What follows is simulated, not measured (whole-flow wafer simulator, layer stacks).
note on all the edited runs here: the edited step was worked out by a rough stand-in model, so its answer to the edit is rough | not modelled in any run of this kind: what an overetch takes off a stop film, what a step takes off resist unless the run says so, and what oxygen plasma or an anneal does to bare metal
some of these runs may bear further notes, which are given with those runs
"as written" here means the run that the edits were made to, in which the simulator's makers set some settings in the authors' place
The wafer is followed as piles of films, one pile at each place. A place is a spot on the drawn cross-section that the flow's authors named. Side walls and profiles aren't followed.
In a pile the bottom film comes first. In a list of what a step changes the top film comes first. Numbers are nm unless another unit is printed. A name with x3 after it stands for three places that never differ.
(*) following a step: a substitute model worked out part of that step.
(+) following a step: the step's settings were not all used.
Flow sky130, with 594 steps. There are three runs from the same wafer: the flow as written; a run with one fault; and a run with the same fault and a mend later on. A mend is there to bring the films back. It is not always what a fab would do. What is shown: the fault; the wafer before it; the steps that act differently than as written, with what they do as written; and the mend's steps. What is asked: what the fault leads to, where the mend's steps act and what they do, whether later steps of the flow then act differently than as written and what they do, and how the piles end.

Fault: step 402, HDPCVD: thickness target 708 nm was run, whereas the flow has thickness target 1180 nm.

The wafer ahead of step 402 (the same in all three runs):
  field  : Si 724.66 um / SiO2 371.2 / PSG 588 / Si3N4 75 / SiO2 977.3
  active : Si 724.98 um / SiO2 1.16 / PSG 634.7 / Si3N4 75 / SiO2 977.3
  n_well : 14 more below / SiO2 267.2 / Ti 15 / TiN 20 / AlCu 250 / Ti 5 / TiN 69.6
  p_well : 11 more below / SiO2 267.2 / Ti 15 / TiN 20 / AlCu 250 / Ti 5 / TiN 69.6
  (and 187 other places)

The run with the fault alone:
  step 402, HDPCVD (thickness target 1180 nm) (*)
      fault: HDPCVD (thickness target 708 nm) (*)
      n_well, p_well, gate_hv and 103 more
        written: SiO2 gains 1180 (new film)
        fault: SiO2 gains 708 (new film)
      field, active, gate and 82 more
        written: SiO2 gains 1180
        fault: SiO2 gains 708
  Later steps of the flow acting differently than as written (22 more steps, not shown, differ only slightly: by at most 2% or 0.5 nm, whichever is larger):
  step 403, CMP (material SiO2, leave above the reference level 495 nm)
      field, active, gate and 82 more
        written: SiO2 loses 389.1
        fault: nothing
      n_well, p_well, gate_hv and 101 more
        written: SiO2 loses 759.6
        fault: SiO2 loses 287.6
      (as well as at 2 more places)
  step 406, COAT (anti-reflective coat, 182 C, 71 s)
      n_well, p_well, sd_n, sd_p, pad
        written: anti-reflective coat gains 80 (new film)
        fault: anti-reflective coat gains 3 (new film)
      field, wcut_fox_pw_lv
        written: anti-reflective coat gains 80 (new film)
        fault: anti-reflective coat gains 83.2 (new film)
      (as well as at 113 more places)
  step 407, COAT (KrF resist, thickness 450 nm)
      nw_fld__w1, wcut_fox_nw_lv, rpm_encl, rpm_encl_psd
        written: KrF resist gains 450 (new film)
        fault: KrF resist gains 437.7 (new film)
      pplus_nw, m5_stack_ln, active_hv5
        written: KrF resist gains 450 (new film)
        fault: KrF resist gains 430.8 (new film)
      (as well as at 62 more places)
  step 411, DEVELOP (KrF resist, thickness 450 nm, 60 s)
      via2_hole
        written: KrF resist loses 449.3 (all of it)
        fault: KrF resist loses 428.8 (all of it)
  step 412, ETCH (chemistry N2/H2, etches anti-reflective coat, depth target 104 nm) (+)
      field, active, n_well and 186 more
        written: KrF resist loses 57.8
        fault: KrF resist loses 22.9
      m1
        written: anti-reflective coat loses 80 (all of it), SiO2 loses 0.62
        fault: anti-reflective coat loses 30.4 (all of it), SiO2 loses 0.28
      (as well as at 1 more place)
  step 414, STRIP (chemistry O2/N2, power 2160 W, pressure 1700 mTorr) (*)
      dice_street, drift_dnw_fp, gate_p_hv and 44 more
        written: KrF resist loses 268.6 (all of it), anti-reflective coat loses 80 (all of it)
        fault: KrF resist loses 303.5 (all of it), anti-reflective coat loses 80 (all of it)
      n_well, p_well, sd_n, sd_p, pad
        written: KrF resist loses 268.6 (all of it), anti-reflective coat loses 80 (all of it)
        fault: KrF resist loses 300.8 (all of it), anti-reflective coat loses 3 (all of it)
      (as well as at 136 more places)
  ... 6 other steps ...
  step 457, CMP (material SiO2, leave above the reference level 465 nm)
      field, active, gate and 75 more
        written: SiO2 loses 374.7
        fault: SiO2 loses 393.2
  At field, active, gate and 84 more, the piles at the end differ from the flow's by more than 2% or 0.5 nm, whichever is larger.
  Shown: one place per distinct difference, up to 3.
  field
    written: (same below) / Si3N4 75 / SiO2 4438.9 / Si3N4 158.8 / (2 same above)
    fault: (same below) / Si3N4 75 / SiO2 1685.3 / TiN 20 / W 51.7 / SiO2 2681.9 / Si3N4 158.8 / (2 same above)
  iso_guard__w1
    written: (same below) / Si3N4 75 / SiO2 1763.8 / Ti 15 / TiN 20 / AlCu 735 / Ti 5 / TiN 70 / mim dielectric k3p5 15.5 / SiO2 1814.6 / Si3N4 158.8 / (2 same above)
    fault: (same below) / Si3N4 75 / SiO2 1685.3 / TiN 20 / W 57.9 / Ti 15 / TiN 20 / AlCu 735 / Ti 5 / TiN 70 / mim dielectric k3p5 15.5 / SiO2 1815.2 / Si3N4 158.8 / (2 same above)
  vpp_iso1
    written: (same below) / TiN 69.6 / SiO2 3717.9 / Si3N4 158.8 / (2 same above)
    fault: (same below) / TiN 69.6 / SiO2 964.3 / TiN 20 / W 51.7 / SiO2 2681.9 / Si3N4 158.8 / (2 same above)

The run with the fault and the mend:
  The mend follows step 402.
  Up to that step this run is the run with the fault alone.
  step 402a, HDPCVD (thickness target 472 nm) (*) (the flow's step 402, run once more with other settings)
      field, active, n_well and 188 more
        SiO2 gains 472
  Later steps of the flow that are run all act as written at every place that is followed, up to a difference of at most 2% or 0.5 nm, whichever is larger.
  The piles end the same as the flow's at every place that both follow.
